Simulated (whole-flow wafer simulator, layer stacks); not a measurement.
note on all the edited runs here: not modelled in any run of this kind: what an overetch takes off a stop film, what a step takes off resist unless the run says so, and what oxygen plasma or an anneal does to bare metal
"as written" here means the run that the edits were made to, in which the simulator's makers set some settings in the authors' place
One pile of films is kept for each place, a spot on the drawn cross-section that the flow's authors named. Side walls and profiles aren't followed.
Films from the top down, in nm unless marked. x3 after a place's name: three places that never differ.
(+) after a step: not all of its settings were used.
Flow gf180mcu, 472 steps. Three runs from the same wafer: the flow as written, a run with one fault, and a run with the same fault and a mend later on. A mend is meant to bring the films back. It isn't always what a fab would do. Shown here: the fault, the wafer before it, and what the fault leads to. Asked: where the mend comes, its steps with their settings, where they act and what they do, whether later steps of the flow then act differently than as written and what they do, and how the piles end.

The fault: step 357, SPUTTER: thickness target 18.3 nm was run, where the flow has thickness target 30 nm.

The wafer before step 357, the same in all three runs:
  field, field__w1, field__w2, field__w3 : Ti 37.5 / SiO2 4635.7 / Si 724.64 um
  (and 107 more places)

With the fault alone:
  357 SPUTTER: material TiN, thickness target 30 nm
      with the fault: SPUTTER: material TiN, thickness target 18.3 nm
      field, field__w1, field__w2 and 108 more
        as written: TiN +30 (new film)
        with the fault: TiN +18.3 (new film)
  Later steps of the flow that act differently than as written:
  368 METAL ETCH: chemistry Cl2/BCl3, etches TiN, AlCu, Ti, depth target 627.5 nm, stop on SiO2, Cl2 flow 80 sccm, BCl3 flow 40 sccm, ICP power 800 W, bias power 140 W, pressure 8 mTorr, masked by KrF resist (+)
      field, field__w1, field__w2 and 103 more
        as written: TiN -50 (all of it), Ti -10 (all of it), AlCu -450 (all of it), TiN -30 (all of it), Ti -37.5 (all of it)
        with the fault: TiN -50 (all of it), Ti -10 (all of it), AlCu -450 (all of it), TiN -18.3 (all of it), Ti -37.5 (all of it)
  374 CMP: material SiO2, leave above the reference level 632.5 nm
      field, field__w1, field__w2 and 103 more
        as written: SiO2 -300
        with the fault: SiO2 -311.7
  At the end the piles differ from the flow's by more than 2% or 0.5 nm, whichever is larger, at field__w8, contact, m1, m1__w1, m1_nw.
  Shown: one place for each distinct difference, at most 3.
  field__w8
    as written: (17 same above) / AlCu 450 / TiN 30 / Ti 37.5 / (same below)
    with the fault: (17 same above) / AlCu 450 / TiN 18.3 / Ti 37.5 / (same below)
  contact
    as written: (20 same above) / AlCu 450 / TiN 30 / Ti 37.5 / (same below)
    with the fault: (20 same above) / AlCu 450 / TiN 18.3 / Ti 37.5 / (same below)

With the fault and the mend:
  The mend comes after step 357.
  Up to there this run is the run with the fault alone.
  357a SPUTTER: material TiN, thickness target 11.7 nm (the flow's step 357 once more, with other settings)
      field, field__w1, field__w2 and 108 more
        TiN +11.7
  No later step of the flow acts differently than as written at any place that is followed.
  At the end the piles are the same as the flow's at every place that both follow.
